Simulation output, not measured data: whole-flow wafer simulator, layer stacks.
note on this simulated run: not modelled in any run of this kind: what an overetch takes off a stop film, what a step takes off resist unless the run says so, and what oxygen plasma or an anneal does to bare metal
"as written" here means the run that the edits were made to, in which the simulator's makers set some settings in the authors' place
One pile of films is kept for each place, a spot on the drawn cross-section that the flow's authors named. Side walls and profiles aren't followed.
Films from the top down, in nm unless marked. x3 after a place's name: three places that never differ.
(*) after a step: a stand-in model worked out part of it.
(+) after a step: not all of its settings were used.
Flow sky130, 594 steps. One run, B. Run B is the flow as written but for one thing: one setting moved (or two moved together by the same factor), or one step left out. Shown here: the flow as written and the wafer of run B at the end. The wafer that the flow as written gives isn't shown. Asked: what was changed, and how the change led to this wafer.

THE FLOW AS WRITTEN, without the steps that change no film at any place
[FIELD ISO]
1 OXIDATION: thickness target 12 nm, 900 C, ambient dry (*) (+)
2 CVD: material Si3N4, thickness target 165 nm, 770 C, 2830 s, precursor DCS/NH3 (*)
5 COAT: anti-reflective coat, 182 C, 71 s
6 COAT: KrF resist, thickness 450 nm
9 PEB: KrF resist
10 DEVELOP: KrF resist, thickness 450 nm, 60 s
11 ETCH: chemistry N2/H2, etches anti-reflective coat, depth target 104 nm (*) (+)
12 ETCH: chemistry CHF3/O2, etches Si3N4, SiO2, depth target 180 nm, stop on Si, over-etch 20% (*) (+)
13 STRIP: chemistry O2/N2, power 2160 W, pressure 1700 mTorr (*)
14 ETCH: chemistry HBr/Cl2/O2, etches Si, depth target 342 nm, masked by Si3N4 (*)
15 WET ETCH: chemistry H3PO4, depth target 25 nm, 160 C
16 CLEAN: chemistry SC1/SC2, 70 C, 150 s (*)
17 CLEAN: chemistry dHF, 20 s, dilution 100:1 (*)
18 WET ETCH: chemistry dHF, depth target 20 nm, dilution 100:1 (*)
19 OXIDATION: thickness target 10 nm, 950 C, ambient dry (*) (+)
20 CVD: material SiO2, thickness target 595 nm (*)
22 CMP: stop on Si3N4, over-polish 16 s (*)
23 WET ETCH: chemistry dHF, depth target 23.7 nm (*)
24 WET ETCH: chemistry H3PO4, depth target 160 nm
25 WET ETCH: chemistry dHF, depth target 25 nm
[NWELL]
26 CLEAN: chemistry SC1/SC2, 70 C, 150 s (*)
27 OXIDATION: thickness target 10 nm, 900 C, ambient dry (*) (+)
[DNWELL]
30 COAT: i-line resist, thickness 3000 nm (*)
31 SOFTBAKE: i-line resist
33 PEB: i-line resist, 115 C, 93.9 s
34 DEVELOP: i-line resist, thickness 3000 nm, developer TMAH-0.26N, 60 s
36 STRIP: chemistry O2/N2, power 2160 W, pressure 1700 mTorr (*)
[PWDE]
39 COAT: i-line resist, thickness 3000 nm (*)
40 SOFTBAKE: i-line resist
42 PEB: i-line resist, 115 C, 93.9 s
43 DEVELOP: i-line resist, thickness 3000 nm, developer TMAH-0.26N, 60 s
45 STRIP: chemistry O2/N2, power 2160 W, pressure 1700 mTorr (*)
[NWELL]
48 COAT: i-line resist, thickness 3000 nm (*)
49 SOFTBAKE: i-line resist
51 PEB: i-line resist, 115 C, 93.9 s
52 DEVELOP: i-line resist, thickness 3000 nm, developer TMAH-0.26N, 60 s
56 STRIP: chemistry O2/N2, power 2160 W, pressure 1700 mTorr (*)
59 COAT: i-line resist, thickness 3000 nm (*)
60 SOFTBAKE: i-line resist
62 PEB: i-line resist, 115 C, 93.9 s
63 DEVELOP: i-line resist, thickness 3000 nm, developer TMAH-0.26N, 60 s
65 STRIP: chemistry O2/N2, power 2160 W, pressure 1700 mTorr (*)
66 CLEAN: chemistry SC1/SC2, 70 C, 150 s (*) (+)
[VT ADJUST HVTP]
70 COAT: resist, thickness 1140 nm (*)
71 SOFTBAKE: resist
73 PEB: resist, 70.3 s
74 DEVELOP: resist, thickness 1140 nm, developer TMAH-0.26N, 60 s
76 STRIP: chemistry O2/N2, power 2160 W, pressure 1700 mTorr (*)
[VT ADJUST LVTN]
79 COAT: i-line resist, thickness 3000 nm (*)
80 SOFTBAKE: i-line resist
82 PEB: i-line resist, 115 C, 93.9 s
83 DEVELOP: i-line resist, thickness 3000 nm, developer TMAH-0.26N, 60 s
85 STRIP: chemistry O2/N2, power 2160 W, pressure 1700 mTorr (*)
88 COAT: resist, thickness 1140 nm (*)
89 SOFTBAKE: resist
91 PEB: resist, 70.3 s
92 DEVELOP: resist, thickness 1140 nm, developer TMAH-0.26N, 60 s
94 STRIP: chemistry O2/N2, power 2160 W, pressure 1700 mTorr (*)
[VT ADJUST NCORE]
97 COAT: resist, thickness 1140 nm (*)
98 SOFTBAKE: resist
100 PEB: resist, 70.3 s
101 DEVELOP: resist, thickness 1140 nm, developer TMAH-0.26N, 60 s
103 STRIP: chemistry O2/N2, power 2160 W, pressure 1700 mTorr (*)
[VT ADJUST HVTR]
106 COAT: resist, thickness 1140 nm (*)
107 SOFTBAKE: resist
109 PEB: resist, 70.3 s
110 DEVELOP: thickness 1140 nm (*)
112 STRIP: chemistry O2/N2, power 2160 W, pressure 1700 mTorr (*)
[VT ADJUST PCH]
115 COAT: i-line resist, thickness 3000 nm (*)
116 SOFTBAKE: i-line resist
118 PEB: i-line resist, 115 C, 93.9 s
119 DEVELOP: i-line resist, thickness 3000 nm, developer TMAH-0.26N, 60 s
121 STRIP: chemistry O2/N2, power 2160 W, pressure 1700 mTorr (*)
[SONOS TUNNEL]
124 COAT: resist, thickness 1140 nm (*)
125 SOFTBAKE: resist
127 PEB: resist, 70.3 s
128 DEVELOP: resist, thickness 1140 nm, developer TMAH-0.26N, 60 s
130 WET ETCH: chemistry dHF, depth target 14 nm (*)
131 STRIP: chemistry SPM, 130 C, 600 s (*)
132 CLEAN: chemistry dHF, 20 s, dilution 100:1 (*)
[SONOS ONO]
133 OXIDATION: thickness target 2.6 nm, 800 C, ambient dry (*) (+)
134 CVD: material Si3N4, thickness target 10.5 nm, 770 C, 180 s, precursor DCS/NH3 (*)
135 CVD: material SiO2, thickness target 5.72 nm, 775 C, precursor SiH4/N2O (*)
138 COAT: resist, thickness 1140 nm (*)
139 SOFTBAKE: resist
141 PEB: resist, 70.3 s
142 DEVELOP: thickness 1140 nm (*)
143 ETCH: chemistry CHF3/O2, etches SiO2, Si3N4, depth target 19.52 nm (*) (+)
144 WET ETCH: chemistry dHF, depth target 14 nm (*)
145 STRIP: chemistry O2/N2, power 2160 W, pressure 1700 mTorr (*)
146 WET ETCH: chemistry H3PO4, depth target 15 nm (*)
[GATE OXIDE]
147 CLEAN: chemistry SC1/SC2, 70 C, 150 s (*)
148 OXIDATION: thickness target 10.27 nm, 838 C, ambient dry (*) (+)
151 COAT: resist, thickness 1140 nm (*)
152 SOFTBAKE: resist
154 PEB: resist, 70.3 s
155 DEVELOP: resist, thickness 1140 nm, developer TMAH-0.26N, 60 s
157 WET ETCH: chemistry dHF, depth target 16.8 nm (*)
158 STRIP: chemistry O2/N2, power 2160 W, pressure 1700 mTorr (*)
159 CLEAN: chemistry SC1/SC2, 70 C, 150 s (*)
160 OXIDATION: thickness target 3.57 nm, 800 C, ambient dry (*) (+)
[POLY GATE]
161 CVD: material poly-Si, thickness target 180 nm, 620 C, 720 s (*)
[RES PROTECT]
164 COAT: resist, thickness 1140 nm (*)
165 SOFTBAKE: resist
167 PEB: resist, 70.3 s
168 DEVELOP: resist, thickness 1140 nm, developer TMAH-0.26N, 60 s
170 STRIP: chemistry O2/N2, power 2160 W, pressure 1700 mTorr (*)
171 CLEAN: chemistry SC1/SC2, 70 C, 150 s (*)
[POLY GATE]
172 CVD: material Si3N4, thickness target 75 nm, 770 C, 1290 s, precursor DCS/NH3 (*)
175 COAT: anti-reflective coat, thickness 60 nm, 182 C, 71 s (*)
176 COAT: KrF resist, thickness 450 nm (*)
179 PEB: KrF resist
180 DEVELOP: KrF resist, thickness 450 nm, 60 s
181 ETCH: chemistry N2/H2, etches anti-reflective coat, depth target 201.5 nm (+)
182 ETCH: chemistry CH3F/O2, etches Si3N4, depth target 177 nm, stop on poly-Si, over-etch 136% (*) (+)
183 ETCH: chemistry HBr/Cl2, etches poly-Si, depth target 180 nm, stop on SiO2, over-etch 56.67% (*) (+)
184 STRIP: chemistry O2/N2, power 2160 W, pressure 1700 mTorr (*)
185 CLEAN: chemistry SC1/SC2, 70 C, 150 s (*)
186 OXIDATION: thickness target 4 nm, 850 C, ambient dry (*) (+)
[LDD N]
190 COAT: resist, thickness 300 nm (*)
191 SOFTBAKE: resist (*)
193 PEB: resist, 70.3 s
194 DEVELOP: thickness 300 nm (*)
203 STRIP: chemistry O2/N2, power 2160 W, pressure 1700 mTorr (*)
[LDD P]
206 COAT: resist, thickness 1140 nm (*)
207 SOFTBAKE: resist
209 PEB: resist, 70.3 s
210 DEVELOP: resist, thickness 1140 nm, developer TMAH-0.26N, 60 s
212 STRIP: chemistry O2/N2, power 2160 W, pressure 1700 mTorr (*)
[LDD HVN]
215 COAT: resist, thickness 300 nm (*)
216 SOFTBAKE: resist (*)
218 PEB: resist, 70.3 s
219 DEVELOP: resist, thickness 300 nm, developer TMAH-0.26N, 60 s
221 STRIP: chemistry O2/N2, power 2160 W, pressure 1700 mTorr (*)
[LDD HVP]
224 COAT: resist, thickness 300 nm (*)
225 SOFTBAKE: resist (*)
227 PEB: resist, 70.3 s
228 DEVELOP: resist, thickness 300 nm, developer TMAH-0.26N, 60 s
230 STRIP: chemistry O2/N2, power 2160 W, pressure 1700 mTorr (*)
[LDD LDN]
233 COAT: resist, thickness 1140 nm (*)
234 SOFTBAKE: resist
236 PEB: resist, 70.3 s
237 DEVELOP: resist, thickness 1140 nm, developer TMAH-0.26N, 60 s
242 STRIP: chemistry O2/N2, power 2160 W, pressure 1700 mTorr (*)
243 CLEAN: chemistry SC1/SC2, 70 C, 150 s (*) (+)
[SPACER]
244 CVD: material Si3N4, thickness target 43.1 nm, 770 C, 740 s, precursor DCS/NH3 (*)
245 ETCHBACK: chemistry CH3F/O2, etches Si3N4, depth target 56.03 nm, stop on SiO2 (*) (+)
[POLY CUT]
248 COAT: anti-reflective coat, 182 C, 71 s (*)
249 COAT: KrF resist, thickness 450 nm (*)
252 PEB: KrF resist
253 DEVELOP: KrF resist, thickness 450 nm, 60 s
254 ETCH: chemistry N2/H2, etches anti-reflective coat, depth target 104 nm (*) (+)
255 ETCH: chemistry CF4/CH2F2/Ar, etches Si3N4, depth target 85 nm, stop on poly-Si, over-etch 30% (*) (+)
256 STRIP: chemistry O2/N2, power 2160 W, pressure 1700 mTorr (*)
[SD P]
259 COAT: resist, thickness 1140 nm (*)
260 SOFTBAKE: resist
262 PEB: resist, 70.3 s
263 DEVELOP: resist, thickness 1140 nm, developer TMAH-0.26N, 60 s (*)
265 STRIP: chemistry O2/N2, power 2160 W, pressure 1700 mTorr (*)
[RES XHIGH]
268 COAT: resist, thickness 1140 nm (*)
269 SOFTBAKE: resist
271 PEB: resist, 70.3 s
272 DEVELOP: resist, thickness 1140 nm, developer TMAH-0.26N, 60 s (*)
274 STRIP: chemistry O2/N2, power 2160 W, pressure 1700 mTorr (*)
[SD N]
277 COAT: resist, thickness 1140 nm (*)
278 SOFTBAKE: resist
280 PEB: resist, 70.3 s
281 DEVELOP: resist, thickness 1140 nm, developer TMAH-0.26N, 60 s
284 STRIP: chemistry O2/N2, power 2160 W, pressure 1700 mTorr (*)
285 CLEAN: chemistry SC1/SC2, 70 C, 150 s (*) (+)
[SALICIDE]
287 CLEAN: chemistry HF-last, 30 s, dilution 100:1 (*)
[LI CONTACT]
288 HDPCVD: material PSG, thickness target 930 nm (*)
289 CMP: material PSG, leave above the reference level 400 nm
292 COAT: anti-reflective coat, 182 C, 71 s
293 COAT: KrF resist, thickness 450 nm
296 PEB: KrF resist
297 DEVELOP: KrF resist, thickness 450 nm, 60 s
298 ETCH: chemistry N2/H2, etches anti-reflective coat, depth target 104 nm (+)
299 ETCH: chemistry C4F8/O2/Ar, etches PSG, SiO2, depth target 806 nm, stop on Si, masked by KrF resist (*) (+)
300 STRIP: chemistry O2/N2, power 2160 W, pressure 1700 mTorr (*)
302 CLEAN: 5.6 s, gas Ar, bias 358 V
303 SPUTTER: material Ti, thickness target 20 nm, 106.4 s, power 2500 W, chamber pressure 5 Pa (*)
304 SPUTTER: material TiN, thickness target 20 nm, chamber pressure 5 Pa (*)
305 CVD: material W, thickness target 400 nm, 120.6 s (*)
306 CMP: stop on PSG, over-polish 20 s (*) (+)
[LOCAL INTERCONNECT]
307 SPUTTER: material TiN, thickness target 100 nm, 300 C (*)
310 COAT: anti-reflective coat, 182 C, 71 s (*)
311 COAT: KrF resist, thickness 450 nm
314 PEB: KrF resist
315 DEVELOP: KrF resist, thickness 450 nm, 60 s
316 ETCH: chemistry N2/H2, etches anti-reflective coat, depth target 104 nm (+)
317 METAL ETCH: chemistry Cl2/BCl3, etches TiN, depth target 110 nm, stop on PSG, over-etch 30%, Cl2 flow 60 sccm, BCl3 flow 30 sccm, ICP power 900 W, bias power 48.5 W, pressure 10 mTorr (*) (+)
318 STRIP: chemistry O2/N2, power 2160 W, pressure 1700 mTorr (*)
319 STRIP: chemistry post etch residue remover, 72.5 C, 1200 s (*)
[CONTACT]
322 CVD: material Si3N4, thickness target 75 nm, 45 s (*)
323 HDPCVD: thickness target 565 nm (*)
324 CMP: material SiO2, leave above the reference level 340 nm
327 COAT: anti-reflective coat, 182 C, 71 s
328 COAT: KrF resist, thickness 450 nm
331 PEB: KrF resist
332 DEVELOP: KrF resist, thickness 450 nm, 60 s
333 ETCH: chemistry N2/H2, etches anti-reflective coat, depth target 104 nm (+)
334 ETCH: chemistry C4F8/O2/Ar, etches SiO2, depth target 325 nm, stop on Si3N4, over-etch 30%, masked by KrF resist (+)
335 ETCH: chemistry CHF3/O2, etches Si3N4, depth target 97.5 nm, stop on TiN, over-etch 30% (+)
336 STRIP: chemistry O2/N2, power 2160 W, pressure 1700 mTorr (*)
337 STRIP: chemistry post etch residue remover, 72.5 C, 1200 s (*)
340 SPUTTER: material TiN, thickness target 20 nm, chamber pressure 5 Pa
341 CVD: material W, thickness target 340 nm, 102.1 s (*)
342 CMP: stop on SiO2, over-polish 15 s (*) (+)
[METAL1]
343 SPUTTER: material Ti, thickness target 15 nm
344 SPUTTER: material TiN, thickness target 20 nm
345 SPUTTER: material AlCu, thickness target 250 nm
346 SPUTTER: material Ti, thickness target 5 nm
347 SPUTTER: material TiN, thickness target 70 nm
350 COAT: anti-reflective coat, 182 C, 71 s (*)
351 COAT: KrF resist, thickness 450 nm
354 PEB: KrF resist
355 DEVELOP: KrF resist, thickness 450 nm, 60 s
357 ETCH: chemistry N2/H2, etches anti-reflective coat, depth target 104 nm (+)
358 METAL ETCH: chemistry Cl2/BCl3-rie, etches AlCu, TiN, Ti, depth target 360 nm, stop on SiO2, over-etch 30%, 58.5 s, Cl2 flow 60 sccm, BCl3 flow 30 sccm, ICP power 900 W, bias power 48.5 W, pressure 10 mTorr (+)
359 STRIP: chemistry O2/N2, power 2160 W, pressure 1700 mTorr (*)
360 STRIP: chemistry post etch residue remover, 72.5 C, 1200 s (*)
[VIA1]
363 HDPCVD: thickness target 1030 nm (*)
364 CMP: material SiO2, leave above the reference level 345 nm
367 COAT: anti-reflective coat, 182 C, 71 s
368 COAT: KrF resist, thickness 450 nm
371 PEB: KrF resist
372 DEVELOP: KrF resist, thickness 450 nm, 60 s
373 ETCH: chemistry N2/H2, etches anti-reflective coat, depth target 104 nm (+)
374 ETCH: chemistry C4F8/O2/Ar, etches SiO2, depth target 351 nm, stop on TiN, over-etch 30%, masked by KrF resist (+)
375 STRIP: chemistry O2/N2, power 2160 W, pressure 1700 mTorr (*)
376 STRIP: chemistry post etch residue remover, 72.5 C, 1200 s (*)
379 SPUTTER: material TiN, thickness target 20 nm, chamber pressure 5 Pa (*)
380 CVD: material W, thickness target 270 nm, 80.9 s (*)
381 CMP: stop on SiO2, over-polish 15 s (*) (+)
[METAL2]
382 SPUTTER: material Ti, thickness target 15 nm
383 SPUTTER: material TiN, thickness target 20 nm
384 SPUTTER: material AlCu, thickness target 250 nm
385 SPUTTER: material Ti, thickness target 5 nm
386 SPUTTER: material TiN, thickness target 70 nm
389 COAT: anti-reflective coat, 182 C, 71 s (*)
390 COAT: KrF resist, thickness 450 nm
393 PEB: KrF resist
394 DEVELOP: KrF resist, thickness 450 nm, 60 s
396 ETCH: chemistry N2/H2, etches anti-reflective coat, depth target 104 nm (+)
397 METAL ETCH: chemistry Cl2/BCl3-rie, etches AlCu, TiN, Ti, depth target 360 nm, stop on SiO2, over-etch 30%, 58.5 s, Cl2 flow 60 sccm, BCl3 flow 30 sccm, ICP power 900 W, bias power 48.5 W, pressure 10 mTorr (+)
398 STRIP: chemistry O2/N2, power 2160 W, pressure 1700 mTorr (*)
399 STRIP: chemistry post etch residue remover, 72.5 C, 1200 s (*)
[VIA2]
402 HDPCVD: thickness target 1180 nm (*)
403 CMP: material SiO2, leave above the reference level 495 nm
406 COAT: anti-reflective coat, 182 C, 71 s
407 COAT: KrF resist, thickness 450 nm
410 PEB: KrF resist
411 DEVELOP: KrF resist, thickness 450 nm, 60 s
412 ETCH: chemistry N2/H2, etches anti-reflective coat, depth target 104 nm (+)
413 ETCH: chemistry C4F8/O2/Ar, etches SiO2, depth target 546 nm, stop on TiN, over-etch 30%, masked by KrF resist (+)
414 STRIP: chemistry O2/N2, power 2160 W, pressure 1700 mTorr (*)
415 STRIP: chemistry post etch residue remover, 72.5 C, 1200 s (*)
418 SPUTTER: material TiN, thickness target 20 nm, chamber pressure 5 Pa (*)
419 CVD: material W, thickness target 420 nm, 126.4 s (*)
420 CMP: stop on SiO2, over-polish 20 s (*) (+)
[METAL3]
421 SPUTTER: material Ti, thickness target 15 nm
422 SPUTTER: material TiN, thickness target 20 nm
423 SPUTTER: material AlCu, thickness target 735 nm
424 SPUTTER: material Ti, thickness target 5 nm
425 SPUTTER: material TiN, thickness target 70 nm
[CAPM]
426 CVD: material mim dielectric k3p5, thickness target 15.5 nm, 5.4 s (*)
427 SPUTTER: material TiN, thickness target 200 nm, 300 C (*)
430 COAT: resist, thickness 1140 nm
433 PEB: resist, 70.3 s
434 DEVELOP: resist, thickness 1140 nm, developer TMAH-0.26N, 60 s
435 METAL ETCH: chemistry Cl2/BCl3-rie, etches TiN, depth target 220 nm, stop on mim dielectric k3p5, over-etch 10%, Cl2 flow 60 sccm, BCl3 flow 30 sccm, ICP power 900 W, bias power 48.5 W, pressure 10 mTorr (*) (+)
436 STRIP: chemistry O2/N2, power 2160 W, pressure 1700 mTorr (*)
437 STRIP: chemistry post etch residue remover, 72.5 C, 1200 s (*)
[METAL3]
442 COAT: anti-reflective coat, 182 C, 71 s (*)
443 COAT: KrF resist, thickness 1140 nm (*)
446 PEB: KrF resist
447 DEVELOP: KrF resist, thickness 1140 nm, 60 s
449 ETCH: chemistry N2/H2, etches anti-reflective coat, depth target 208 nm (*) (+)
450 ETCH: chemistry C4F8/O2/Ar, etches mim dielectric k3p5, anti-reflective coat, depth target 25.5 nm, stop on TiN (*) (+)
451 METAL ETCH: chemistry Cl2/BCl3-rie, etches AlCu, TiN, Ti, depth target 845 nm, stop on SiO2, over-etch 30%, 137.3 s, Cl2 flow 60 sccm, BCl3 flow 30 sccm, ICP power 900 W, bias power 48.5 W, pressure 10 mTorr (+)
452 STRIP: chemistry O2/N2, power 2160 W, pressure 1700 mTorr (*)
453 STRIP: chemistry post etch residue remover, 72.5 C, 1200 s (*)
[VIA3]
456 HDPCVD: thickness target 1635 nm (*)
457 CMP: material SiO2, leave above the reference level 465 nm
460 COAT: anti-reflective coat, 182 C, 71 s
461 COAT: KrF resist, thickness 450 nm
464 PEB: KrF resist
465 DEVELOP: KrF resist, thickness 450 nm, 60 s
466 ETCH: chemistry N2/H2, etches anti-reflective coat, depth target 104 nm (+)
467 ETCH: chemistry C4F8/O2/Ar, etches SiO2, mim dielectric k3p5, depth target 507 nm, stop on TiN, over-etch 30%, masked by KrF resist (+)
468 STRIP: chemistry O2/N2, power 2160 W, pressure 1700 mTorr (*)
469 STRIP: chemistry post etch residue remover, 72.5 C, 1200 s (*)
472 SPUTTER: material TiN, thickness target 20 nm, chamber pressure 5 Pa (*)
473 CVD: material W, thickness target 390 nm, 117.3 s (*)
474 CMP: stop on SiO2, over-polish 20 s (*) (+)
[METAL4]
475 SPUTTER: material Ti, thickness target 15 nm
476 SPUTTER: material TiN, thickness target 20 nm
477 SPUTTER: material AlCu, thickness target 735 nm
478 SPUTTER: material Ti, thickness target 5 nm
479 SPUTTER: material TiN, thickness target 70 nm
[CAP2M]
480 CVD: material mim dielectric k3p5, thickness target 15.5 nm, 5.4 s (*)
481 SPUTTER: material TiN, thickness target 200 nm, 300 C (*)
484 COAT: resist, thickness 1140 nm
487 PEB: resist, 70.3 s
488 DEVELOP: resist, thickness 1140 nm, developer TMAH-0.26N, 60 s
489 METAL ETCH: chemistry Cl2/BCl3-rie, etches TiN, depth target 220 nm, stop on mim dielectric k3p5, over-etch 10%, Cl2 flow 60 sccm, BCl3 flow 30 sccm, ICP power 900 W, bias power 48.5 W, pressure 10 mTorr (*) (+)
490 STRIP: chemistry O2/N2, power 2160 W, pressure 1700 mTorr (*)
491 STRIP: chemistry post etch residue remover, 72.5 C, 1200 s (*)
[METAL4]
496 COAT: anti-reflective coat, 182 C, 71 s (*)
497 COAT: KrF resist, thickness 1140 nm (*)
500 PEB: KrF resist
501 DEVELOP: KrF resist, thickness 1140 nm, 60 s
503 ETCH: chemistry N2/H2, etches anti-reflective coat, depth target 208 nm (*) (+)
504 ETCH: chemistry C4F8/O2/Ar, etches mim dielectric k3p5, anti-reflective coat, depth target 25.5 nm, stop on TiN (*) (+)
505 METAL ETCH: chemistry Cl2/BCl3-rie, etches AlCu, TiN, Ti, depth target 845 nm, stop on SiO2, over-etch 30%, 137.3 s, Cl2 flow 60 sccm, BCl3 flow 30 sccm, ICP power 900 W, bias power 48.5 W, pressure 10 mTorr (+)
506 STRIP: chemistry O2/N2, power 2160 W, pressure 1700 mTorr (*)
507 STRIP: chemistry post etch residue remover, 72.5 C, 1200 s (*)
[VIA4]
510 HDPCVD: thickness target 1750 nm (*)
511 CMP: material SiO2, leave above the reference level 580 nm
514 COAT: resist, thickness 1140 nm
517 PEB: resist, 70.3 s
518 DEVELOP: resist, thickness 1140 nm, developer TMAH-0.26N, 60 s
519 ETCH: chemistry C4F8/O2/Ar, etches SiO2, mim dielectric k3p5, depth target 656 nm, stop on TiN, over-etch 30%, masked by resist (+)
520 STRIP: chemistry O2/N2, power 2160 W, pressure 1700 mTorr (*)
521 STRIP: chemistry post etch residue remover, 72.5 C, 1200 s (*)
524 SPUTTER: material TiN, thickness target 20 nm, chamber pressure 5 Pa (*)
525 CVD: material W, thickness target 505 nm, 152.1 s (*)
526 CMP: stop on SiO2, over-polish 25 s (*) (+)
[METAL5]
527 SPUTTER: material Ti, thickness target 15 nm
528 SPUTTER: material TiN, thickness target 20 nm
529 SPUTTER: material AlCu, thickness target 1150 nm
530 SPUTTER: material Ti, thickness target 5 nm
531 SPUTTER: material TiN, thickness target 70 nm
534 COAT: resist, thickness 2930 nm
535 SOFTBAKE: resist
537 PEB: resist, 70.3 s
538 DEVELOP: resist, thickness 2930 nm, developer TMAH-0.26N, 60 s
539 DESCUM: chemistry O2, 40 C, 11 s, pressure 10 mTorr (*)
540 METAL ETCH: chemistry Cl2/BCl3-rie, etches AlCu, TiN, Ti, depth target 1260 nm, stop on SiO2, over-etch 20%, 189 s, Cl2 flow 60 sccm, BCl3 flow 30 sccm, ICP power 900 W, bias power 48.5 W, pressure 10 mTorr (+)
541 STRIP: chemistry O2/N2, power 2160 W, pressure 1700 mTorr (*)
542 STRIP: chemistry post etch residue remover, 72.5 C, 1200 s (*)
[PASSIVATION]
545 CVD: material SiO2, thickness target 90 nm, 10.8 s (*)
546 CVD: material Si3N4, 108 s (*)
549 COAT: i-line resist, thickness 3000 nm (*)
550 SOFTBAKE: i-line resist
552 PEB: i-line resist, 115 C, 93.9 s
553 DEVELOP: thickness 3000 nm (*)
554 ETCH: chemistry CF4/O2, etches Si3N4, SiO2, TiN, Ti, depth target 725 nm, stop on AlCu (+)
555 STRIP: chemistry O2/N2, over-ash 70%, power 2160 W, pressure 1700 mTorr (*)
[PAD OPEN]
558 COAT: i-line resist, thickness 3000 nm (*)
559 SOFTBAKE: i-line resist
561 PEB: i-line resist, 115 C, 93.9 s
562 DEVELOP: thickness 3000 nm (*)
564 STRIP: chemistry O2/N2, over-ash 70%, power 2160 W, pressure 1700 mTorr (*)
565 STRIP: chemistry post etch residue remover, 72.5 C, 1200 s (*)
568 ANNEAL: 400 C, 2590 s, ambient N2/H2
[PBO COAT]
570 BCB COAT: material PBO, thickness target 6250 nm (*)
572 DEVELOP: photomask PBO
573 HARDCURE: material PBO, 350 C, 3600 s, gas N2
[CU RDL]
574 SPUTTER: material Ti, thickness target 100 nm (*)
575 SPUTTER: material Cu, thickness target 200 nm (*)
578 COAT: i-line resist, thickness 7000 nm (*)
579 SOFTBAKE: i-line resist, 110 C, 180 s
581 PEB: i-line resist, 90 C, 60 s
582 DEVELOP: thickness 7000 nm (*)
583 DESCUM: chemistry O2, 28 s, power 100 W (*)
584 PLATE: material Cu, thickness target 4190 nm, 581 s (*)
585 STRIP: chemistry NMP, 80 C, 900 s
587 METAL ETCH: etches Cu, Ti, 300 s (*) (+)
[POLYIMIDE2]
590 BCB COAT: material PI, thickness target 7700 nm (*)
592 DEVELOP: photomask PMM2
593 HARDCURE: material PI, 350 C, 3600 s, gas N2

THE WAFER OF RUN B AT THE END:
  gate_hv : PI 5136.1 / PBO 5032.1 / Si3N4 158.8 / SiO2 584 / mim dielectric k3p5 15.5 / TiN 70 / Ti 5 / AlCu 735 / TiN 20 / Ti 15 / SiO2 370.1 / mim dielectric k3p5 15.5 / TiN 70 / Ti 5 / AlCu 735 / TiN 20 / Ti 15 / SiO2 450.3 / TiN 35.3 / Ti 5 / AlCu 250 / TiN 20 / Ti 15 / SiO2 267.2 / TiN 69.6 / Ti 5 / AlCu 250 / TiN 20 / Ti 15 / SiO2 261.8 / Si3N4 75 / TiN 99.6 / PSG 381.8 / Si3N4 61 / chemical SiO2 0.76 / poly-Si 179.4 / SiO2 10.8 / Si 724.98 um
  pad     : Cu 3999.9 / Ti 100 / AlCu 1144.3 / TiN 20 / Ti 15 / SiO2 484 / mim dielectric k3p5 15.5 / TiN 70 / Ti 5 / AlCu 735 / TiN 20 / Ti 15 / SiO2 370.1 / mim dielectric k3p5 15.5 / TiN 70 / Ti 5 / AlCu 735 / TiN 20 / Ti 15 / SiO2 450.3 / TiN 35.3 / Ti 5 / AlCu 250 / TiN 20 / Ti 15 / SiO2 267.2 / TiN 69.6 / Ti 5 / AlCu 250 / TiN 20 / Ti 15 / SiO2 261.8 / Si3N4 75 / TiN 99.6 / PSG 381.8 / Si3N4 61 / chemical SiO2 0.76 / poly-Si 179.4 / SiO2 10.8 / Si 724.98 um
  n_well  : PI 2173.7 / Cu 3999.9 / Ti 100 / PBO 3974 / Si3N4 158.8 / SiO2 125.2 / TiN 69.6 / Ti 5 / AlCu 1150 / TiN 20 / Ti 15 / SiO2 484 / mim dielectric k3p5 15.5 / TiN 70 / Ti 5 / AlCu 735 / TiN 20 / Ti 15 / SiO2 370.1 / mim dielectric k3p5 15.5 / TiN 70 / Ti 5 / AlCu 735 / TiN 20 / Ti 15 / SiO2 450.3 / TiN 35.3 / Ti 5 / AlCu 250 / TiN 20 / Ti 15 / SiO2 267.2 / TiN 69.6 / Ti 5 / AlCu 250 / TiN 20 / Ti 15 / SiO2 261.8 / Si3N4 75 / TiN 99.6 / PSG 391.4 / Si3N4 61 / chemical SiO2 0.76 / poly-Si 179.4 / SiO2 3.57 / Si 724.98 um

The cause: step 386, SPUTTER: thickness target 35.7 nm was run, where the flow has thickness target 70 nm.

How the change led to this, step by step:
  386 SPUTTER: material TiN, thickness target 70 nm
      field, active, n_well and 188 more: TiN +35.7 (new film) (as written it would be: TiN +70 (new film))
  397 METAL ETCH: chemistry Cl2/BCl3-rie, etches AlCu, TiN, Ti, depth target 360 nm, stop on SiO2, over-etch 30%, 58.5 s, Cl2 flow 60 sccm, BCl3 flow 30 sccm, ICP power 900 W, bias power 48.5 W, pressure 10 mTorr (+)
      field, active, gate and 82 more: TiN -34.4 (all of it), Ti -5 (all of it), AlCu -250 (all of it), TiN -20 (all of it), Ti -15 (all of it), SiO2 -14.4 (as written it would be: TiN -68.7 (all of it), Ti -5 (all of it), AlCu -250 (all of it), TiN -20 (all of it), Ti -15 (all of it), SiO2 -10.9)
  403 CMP: material SiO2, leave above the reference level 495 nm
      n_well, p_well, gate_hv and 101 more: SiO2 -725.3 (as written it would be: SiO2 -759.6)
      m1, via1_hole: SiO2 -724.8 (as written it would be: SiO2 -759.1)
  413 ETCH: chemistry C4F8/O2/Ar, etches SiO2, depth target 546 nm, stop on TiN, over-etch 30%, masked by KrF resist (+)
      m1: SiO2 -454.6 (all of it) (as written it would be: SiO2 -420.3 (all of it))
      via2_hole: SiO2 -454.1 (all of it) (as written it would be: SiO2 -419.8 (all of it))
  419 CVD: material W, thickness target 420 nm, 126.4 s (*)
      m1: W +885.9 (new film) (as written it would be: W +851.1 (new film))
      via2_hole: W +885.4 (new film) (as written it would be: W +850.7 (new film))
